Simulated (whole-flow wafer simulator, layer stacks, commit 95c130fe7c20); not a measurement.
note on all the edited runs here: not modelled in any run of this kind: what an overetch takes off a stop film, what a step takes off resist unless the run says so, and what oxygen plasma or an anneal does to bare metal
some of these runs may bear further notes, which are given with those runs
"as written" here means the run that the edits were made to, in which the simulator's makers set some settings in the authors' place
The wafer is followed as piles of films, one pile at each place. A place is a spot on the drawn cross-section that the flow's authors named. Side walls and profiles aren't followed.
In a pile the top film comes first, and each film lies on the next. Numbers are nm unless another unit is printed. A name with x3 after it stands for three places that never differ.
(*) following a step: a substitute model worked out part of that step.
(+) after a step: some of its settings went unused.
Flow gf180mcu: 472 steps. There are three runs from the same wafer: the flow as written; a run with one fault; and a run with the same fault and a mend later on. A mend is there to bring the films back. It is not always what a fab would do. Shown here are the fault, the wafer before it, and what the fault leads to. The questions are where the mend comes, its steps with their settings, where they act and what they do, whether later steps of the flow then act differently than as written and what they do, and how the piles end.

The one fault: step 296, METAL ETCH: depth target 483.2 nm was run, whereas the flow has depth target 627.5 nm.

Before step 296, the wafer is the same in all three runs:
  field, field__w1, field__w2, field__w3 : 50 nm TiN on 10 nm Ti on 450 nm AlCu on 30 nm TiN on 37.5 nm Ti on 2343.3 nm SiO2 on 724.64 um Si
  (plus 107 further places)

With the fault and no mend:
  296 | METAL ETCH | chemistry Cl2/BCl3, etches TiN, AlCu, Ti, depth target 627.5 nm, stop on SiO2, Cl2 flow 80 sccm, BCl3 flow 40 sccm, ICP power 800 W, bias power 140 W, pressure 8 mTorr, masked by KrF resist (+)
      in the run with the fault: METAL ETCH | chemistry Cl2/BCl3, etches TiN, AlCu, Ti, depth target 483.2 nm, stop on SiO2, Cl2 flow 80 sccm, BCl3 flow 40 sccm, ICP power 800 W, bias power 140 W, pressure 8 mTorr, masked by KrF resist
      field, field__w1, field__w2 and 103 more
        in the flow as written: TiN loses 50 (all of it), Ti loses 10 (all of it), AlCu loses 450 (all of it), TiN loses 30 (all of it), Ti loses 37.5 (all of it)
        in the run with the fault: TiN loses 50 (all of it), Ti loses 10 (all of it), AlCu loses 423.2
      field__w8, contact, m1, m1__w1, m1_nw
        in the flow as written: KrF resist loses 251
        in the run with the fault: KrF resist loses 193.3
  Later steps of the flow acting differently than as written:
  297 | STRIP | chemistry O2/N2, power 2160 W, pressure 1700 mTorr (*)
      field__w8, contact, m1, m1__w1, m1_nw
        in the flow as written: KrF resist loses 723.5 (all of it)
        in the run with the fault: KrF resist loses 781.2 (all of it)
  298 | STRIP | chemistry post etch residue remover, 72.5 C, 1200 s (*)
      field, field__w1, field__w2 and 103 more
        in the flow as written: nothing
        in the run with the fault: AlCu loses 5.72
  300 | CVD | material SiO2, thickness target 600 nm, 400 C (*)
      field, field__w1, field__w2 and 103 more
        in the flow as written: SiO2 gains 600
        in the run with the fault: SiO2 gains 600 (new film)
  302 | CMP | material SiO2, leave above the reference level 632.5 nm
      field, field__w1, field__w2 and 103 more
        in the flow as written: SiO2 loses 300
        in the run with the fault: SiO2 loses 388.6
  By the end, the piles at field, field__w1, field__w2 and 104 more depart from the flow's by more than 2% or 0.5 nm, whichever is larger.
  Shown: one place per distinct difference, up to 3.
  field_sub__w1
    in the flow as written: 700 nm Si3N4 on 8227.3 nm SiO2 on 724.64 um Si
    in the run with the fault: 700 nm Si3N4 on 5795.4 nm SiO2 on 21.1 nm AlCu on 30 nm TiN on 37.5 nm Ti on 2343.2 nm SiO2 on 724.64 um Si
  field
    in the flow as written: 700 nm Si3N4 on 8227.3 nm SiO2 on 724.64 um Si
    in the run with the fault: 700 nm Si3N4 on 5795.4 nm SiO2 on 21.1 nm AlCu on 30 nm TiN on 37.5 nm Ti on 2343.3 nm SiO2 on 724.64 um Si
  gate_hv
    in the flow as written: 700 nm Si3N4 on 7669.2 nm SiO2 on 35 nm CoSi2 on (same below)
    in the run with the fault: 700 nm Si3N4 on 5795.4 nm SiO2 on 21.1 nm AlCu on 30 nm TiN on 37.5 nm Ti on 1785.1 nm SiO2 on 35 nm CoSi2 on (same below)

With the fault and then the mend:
  The mend follows step 298.
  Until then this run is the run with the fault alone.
  298a | DEHYDRATE | 200 C, 60 s (the flow's step 289 again)
      does not change any film at any place that is followed
  298b | HMDS | 120 C, 60 s (the flow's step 290 again)
      does not change any film at any place that is followed
  298c | COAT | KrF resist, thickness 1000 nm (*) (the flow's step 291 again)
      iso_ptap_pw, iso_ntap_nw, iso_nw_fld and 33 more
        KrF resist gains 1000 (new film)
      field_sub, field_sub__w1, field_sub__w2 and 12 more
        KrF resist gains 1002.8 (new film)
      field__w11, field__w13, p_well and 8 more
        KrF resist gains 1003.2 (new film)
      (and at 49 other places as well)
  298d | SOFTBAKE | KrF resist (the flow's step 292 again)
      does not change any film at any place that is followed
  298e | EXPOSE | photomask Metal2 (the flow's step 293 again)
      does not change any film at any place that is followed
  298f | PEB | KrF resist, 135 C, 90 s (the flow's step 294 again)
      field__w1, field__w2, field__w3 and 56 more
        KrF resist loses 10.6
      iso_ptap_pw, iso_ntap_nw, iso_nw_fld and 33 more
        KrF resist loses 10.5
      gate_hv, sd_p, polyc_n, polyc_n_rim
        KrF resist loses 10.7
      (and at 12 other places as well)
  298g | DEVELOP | thickness 1000 nm, 60 s (the flow's step 295 again)
      iso_ptap_pw, iso_ntap_nw, iso_nw_fld and 33 more
        KrF resist loses 989.5 (all of it)
      field_sub, field_sub__w1, field_sub__w2 and 9 more
        KrF resist loses 992.2 (all of it)
      field__w13, p_well, sti and 7 more
        KrF resist loses 992.6 (all of it)
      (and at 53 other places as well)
  298h | METAL ETCH | chemistry Cl2/BCl3, etches TiN, AlCu, Ti, depth target 144.3 nm, stop on SiO2, Cl2 flow 80 sccm, BCl3 flow 40 sccm, ICP power 800 W, bias power 140 W, pressure 8 mTorr, masked by KrF resist (+) (the flow's step 296 again, with other settings)
      field, field__w1, field__w2 and 103 more
        AlCu loses 21.1 (all of it), TiN loses 30 (all of it), Ti loses 37.5 (all of it)
      field__w8, contact, m1, m1__w1, m1_nw
        KrF resist loses 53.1
  298i | STRIP | chemistry O2/N2, power 2160 W, pressure 1700 mTorr (*) (the flow's step 297 again)
      field__w8
        KrF resist loses 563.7 (all of it)
      contact
        KrF resist loses 561.6 (all of it)
      m1
        KrF resist loses 564.5 (all of it)
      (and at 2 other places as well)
  298j | STRIP | chemistry post etch residue remover, 72.5 C, 1200 s (*) (the flow's step 298 again)
      field__w8, contact, m1, m1__w1, m1_nw
        TiN loses 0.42
  Every later step of the flow that is run acts as written, at every place that is followed, to within 2% or 0.5 nm, whichever is larger.
  The piles end only slightly different from the flow's at the places that both follow, by no more than 2% or 0.5 nm, whichever is larger.
